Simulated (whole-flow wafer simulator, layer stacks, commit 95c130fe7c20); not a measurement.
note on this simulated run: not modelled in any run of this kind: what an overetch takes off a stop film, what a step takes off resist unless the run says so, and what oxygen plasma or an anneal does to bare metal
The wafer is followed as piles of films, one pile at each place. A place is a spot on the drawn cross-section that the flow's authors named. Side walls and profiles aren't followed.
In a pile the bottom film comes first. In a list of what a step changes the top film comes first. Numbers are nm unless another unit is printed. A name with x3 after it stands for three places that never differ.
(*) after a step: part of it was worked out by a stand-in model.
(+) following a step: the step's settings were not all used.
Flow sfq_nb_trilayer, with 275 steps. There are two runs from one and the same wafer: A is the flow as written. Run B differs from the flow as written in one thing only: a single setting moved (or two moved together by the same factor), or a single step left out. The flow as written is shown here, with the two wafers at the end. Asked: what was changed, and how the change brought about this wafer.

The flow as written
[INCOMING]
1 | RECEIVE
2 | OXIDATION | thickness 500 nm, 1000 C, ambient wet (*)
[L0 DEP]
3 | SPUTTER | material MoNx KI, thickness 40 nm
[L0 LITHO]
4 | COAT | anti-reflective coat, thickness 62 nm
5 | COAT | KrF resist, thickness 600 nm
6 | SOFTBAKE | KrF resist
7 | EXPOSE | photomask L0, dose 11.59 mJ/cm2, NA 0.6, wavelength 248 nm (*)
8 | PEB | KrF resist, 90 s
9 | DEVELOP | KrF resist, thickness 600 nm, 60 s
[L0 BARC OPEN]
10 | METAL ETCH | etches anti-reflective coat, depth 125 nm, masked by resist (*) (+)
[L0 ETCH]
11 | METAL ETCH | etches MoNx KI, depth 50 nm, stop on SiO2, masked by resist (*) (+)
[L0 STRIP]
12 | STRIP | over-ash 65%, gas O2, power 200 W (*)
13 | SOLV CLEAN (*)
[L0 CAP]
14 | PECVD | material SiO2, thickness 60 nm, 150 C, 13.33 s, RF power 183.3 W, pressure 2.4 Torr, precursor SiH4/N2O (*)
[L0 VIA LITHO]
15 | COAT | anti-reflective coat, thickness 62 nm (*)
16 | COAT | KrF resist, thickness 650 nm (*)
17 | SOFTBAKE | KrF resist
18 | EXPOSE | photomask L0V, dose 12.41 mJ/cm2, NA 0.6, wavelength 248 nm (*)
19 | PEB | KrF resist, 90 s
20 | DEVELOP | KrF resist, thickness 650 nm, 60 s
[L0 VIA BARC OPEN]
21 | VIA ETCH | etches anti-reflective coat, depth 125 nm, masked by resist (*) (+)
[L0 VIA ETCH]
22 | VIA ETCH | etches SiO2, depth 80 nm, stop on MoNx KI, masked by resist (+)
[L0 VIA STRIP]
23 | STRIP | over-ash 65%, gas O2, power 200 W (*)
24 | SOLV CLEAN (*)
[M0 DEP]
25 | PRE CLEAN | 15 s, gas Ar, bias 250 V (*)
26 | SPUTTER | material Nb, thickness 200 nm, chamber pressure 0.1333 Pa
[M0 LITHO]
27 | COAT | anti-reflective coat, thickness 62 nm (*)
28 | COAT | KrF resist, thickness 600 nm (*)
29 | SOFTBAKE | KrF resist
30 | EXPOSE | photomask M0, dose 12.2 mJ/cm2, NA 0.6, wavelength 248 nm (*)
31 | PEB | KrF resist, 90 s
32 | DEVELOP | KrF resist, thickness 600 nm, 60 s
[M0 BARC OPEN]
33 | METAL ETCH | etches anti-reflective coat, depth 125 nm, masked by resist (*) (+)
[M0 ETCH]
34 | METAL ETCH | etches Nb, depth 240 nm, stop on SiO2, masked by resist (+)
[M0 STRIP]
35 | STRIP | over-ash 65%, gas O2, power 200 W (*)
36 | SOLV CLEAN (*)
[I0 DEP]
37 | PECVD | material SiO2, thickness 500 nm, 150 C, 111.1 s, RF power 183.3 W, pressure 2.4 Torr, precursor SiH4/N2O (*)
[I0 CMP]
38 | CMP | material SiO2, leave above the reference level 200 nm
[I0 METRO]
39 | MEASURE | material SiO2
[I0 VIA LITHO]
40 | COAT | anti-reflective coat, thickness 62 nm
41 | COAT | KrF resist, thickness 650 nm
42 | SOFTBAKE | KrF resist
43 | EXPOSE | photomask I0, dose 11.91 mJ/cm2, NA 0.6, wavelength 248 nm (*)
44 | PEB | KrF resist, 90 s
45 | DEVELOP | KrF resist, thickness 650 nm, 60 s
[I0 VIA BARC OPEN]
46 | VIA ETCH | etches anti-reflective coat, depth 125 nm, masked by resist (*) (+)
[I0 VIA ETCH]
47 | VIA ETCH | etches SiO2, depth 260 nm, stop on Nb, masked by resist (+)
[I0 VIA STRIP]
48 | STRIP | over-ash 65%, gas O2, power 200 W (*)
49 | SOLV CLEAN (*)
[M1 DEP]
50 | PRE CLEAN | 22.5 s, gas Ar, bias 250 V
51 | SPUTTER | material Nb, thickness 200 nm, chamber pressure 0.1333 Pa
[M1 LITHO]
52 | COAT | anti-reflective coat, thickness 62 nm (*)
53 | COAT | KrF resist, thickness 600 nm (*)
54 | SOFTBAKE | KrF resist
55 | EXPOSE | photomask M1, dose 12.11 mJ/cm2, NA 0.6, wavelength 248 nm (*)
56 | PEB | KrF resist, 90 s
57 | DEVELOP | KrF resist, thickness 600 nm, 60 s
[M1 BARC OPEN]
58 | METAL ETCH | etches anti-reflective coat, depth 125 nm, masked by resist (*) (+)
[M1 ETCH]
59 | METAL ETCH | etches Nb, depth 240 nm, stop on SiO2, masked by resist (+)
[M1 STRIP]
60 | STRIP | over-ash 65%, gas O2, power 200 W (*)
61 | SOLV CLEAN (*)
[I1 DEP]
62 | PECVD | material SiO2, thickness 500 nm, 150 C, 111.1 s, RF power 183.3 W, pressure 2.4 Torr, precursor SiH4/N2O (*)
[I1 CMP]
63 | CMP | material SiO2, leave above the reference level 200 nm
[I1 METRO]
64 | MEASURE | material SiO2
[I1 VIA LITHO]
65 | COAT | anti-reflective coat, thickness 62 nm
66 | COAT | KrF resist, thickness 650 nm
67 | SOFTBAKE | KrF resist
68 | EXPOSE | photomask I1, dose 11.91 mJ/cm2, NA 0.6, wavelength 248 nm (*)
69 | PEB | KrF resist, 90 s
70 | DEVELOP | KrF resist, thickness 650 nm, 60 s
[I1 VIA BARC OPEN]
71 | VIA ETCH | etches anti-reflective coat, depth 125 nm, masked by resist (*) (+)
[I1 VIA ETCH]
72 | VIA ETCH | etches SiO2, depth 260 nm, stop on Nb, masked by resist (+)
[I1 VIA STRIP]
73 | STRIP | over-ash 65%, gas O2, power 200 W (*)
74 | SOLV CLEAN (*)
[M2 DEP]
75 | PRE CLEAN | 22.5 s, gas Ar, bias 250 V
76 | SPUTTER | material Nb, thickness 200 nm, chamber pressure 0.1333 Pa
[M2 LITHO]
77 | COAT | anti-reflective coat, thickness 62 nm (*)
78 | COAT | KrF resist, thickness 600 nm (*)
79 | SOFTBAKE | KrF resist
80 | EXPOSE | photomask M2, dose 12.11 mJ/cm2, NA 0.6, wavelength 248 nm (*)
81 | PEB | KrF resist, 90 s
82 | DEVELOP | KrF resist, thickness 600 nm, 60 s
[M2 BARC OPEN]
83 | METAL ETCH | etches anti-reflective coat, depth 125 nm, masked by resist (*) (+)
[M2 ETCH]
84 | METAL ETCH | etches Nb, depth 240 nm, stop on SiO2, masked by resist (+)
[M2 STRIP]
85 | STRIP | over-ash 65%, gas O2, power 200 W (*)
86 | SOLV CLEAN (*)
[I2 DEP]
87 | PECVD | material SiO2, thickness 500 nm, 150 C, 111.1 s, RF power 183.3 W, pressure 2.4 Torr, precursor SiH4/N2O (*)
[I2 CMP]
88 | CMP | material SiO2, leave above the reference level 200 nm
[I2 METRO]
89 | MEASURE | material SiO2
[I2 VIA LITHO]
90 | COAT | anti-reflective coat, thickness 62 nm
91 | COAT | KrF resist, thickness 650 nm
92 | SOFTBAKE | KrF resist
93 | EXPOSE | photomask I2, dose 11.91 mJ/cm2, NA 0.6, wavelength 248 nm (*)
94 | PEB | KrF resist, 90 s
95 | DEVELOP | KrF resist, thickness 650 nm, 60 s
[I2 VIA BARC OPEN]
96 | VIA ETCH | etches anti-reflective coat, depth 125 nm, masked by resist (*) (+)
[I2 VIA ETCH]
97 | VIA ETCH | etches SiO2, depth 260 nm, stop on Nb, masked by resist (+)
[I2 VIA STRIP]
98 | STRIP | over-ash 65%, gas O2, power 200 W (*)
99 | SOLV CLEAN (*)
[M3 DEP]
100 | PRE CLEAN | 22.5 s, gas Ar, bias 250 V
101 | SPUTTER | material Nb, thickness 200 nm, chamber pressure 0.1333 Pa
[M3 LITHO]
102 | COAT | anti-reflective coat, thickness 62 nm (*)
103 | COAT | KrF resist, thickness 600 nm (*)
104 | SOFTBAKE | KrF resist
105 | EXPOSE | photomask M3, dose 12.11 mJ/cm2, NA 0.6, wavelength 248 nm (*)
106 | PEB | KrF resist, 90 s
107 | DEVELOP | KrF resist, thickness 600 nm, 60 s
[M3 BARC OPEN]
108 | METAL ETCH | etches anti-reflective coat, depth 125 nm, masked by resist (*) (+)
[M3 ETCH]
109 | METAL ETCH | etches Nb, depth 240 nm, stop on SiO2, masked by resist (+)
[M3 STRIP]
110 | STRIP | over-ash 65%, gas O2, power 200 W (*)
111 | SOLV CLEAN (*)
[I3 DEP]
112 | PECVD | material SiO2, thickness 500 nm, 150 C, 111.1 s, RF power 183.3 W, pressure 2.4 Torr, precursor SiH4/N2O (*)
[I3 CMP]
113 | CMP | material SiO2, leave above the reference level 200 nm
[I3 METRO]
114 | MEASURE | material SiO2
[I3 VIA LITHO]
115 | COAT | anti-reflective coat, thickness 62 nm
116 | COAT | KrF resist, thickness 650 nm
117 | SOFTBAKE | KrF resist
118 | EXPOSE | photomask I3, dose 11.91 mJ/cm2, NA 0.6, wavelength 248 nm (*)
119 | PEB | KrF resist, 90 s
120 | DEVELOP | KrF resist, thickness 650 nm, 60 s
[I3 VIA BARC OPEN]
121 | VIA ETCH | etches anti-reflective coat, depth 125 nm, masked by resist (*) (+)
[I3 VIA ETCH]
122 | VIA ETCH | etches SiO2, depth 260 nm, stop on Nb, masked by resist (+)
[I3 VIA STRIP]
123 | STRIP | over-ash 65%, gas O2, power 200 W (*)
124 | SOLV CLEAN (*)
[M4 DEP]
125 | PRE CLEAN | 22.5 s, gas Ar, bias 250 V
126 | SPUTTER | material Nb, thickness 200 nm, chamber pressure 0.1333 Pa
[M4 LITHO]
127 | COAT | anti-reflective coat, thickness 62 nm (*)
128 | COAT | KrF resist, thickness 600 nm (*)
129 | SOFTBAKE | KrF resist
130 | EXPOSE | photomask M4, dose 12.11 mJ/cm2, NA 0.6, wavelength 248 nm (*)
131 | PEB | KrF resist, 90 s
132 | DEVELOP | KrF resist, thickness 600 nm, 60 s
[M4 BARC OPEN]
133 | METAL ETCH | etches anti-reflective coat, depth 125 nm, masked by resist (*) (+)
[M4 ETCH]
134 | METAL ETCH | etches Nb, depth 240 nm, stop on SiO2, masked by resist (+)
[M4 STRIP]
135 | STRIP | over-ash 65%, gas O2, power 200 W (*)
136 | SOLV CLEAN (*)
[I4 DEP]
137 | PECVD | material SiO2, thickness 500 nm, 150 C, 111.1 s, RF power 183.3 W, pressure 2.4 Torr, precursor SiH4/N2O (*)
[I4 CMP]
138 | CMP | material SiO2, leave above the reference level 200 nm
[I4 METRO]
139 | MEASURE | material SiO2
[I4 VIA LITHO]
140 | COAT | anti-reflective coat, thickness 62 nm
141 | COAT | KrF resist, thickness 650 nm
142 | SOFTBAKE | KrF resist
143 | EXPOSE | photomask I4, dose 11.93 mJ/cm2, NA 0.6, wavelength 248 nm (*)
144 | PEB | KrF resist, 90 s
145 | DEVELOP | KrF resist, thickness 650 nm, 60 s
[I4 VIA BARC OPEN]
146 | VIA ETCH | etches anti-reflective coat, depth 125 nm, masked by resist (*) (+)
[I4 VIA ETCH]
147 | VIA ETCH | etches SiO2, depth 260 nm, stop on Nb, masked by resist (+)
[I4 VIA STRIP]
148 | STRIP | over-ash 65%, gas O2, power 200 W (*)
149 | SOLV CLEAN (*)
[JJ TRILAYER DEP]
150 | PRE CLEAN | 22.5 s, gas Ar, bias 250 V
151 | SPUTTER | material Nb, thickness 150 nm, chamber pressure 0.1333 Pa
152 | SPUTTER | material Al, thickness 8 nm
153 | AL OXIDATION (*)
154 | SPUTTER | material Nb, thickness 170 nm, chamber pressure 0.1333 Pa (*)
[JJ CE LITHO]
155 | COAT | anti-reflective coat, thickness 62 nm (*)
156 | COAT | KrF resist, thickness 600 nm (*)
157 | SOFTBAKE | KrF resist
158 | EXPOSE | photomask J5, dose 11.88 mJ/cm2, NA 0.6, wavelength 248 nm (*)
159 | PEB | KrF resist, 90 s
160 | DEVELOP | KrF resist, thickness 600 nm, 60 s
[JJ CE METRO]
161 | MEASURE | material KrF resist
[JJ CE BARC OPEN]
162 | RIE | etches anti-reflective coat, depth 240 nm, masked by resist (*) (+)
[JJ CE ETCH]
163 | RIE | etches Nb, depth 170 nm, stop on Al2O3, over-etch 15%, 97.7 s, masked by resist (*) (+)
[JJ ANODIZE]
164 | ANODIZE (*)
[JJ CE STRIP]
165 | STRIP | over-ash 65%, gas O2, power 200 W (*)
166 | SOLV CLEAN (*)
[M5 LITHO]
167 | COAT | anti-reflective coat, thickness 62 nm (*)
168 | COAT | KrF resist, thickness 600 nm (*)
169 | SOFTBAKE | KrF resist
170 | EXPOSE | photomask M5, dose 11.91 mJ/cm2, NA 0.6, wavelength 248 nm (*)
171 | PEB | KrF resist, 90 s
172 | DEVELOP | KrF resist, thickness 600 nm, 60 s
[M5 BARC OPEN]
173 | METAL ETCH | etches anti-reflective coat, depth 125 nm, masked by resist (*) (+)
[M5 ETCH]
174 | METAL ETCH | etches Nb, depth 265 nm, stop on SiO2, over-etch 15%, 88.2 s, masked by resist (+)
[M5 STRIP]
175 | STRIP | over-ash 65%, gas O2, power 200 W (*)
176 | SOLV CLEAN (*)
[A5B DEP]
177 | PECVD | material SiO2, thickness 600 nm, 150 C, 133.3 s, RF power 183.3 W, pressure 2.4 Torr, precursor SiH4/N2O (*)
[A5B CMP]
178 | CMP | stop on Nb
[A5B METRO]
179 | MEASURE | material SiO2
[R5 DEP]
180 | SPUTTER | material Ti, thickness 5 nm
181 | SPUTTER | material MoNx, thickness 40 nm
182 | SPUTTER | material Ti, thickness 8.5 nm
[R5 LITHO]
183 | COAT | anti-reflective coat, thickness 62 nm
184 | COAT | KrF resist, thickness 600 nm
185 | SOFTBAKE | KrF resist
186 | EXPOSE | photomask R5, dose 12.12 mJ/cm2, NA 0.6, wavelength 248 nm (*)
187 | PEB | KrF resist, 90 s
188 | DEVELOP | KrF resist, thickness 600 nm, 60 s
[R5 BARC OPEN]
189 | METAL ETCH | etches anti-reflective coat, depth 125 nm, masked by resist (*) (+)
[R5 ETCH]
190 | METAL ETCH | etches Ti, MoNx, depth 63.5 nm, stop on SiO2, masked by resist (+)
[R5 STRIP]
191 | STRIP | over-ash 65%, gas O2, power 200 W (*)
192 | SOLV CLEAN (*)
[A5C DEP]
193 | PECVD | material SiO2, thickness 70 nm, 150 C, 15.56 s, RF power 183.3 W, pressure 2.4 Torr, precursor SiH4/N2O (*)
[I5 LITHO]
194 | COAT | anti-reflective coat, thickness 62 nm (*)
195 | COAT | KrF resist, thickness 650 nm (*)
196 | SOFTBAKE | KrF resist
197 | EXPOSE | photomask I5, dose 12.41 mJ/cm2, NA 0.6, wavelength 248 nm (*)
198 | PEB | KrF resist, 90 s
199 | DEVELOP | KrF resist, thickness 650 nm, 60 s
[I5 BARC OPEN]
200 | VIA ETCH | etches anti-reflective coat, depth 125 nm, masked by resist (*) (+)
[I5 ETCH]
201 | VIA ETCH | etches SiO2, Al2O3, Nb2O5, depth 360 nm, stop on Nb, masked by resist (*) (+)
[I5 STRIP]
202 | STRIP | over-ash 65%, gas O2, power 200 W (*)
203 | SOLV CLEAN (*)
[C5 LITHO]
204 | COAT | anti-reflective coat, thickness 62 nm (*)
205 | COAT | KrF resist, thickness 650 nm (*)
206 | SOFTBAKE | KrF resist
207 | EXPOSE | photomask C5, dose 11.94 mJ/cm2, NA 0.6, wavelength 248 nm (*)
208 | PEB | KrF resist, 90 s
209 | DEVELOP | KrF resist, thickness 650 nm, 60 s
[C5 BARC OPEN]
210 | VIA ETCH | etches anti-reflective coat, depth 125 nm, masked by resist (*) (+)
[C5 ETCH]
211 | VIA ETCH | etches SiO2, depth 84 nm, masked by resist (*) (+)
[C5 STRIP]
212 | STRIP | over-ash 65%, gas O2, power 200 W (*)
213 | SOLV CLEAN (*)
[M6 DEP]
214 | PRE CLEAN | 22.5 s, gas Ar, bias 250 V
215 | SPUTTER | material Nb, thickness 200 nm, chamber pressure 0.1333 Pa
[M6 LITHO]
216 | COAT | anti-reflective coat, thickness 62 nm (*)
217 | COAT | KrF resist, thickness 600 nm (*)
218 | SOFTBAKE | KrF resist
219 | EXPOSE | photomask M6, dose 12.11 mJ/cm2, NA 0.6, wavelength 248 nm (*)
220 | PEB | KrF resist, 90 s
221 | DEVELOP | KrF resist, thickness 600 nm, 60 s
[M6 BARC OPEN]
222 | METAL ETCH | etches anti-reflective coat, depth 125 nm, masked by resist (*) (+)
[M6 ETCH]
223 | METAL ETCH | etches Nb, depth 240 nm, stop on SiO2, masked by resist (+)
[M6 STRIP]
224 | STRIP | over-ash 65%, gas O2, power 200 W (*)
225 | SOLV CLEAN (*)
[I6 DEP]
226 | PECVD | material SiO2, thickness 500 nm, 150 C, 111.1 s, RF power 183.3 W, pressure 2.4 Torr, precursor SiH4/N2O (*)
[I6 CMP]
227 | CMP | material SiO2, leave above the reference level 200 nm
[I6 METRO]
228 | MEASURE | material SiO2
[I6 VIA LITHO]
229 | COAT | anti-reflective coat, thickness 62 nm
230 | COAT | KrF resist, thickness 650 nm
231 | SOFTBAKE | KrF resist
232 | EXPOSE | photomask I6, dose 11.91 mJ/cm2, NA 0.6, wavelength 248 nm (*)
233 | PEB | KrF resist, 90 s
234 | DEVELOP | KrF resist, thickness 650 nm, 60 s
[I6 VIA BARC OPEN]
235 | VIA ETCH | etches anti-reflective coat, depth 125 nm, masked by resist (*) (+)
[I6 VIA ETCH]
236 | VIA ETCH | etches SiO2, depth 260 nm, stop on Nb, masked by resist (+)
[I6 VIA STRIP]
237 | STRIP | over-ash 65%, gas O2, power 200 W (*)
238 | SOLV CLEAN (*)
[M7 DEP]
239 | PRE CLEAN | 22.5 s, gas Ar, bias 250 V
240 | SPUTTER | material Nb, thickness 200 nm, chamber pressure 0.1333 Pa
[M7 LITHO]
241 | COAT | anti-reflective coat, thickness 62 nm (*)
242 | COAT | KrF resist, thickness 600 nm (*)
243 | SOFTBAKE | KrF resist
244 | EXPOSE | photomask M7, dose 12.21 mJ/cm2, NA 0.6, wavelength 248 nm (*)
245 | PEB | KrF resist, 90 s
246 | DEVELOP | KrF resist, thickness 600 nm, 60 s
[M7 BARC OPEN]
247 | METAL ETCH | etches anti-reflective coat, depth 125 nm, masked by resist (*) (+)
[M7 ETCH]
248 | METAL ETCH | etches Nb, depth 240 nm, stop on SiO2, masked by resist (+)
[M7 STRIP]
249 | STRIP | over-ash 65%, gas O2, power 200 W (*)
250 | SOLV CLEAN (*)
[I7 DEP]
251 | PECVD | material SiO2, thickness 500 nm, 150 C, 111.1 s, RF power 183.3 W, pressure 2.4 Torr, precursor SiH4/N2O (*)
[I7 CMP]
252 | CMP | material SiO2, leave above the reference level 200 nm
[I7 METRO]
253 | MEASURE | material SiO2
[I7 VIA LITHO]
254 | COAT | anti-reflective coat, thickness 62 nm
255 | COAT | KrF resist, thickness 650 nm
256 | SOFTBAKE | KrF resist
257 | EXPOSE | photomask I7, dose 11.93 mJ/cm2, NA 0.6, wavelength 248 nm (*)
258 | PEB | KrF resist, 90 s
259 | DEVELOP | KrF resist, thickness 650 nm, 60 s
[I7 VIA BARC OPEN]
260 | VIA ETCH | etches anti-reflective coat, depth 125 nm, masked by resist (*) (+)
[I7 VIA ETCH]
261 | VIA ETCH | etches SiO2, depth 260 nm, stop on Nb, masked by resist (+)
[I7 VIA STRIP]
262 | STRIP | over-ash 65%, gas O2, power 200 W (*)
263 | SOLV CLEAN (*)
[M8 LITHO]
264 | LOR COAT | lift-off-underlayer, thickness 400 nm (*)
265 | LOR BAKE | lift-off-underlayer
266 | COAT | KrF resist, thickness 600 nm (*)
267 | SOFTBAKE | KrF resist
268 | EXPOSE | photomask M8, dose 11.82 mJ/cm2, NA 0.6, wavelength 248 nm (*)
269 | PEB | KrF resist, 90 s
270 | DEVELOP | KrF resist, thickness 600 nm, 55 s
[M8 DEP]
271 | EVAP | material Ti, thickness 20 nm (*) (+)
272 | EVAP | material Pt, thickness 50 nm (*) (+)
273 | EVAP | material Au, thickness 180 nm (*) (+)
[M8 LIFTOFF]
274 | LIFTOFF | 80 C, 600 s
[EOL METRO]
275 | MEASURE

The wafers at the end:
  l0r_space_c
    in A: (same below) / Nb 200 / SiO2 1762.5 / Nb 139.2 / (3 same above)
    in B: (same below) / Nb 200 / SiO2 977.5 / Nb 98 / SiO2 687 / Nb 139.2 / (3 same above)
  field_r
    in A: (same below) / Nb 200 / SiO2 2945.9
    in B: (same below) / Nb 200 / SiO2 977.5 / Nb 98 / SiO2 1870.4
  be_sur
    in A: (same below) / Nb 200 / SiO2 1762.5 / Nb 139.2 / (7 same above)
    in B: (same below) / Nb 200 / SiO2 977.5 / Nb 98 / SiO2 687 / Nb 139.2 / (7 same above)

Cause: step 109, METAL ETCH: depth 102 nm was run, while the flow as written has depth 240 nm.

How this came from the change, step by step:
  109 | METAL ETCH | etches Nb, depth 240 nm, stop on SiO2, masked by resist (+)
      field_l, be, be_sur and 72 more: A -200 Nb (all of it) | B -102 Nb
      v_sur, via_wl, via_w and 28 more: A -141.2 KrF resist | B -60 KrF resist
  110 | STRIP | over-ash 65%, gas O2, power 200 W (*)
      p4_w1, p4_w2, p4_w3 and 21 more: A -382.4 KrF resist (all of it), -62 anti-reflective coat (all of it) | B -463.6 KrF resist (all of it), -62 anti-reflective coat (all of it)
      via_wl, via_wr: A -384.2 KrF resist (all of it), -34.2 anti-reflective coat (all of it) | B -465.4 KrF resist (all of it), -34.2 anti-reflective coat (all of it)
      (and at 5 other places as well)
  112 | PECVD | material SiO2, thickness 500 nm, 150 C, 111.1 s, RF power 183.3 W, pressure 2.4 Torr, precursor SiH4/N2O (*)
      field_l, be, be_sur and 64 more: A +500 SiO2 | B +500 SiO2 (new film)
      p4_g1, p4_g2, p3_s0, p3_s1, p3_s2, p3_s3, p3_s4, p3_s5: A +557.1 SiO2 | B +500 SiO2 (new film)
  113 | CMP | material SiO2, leave above the reference level 200 nm
      field_l, be, be_sur and 64 more: A -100 SiO2 | B -198 SiO2
      p4_g1, p4_g2, p3_s0, p3_s1, p3_s2, p3_s3, p3_s4, p3_s5: A -157.1 SiO2 | B -198 SiO2
Taking metal films that touch as one body, l0r_space_c has 3 bodies (between them, from the top down: SiO2 687; SiO2 977.5); the flow as written gives 2 bodies (between them, from the top down: SiO2 1762.5).
Taking metal films that touch as one body, field_r has 2 bodies (between them, from the top down: SiO2 977.5); the flow as written gives 1 body.
Taking metal films that touch as one body, be_sur has 5 bodies (between them, from the top down: SiO2 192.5; SiO2 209 / Al2O3 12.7 / Nb2O5 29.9; SiO2 687; SiO2 977.5); the flow as written gives 4 bodies (between them, from the top down: SiO2 192.5; SiO2 209 / Al2O3 12.7 / Nb2O5 29.9; SiO2 1762.5).
